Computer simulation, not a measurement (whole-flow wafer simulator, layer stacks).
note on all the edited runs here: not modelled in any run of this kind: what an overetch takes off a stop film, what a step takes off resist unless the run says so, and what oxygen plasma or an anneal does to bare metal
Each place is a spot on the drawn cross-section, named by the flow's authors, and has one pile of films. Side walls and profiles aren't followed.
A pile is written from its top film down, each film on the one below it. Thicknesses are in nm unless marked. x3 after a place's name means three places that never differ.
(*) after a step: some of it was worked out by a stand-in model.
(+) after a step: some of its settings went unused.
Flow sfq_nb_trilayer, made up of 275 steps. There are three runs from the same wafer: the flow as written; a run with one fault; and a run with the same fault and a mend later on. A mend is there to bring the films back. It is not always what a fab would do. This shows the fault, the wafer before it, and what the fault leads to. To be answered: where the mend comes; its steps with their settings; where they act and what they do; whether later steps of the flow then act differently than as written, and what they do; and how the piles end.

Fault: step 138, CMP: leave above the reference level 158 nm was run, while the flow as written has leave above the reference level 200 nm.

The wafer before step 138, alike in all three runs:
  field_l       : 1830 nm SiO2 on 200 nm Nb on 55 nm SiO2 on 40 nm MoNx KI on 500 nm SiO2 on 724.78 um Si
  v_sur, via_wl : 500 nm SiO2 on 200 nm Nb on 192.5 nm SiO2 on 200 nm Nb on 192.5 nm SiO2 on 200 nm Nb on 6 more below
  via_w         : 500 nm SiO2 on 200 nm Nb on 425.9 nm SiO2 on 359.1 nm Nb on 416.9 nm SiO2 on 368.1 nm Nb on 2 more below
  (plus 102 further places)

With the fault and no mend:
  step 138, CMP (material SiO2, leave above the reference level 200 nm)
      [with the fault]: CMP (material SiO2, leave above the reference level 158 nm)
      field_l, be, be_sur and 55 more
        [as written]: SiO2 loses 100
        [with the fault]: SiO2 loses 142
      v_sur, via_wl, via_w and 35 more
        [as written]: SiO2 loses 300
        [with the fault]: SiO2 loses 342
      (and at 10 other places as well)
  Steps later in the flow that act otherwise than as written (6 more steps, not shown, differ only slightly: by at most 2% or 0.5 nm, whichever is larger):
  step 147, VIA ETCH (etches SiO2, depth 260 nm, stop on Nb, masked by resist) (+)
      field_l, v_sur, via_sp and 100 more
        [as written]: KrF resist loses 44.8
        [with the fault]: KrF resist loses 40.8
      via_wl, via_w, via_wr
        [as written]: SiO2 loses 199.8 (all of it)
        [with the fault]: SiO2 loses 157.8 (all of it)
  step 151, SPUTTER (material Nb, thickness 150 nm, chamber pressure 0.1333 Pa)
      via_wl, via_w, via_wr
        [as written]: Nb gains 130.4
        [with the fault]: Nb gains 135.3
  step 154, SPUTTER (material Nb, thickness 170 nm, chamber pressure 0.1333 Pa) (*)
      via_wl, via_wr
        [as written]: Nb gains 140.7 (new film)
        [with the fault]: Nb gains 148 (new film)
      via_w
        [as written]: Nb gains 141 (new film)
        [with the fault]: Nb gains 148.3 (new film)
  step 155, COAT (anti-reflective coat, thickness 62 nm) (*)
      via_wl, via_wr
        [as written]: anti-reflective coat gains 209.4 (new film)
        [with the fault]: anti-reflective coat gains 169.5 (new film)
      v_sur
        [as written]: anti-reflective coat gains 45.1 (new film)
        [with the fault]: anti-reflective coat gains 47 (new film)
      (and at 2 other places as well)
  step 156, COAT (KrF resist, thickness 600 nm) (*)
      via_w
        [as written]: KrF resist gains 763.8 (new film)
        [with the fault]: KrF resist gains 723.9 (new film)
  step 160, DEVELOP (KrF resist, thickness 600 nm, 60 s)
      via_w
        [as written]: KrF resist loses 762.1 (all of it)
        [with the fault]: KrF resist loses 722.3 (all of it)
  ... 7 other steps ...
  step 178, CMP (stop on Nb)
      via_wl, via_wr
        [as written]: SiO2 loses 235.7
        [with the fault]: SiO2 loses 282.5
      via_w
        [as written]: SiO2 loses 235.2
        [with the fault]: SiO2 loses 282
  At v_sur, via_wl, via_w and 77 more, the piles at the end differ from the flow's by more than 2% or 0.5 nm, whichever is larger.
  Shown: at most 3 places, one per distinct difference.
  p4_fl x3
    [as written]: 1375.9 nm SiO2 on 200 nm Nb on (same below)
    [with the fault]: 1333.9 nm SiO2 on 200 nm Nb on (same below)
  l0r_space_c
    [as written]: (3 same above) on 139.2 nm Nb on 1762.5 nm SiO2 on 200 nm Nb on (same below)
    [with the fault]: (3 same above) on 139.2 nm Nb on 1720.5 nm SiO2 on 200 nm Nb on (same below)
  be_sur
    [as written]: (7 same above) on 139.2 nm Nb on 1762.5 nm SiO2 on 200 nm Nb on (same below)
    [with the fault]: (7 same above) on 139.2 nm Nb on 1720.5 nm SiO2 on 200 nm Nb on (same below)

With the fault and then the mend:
  The mend stands after step 145.
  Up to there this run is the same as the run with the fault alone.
  step 145a, STRIP (over-ash 65%, gas O2, power 200 W) (*)
      field_l, v_sur, via_sp and 100 more
        KrF resist loses 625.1 (all of it), anti-reflective coat loses 62 (all of it)
      via_wl, via_w, via_wr
        anti-reflective coat loses 62 (all of it)
  step 145b, PECVD (material SiO2, thickness 42 nm, 150 C, 9.333 s, RF power 183.3 W, pressure 2.4 Torr, precursor SiH4/N2O) (a further turn of the flow's step 137, with different settings)
      field_l, v_sur, via_wl and 103 more
        SiO2 gains 42
  step 145c, COAT (anti-reflective coat, thickness 62 nm) (a further turn of the flow's step 140)
      field_l, v_sur, via_wl and 103 more
        anti-reflective coat gains 62 (new film)
  step 145d, COAT (KrF resist, thickness 650 nm) (a further turn of the flow's step 141)
      field_l, v_sur, via_wl and 103 more
        KrF resist gains 650 (new film)
  step 145e, SOFTBAKE (KrF resist) (a further turn of the flow's step 142)
      does not change any film at any place that is followed
  step 145f, EXPOSE (photomask I4, dose 11.93 mJ/cm2, NA 0.6, wavelength 248 nm) (*) (a further turn of the flow's step 143)
      does not change any film at any place that is followed
  step 145g, PEB (KrF resist, 90 s) (a further turn of the flow's step 144)
      field_l, v_sur, via_wl and 103 more
        KrF resist loses 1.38
  step 145h, DEVELOP (KrF resist, thickness 650 nm, 60 s) (a further turn of the flow's step 145)
      field_l, v_sur, via_sp and 100 more
        KrF resist loses 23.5
      via_wl, via_w, via_wr
        KrF resist loses 648.6 (all of it)
  Later steps of the flow that are run all act as written at every place that is followed, up to a difference of at most 2% or 0.5 nm, whichever is larger.
  When the end is reached, the piles differ only a little from the flow's at the places that both follow, at most by 2% or 0.5 nm, whichever is larger.
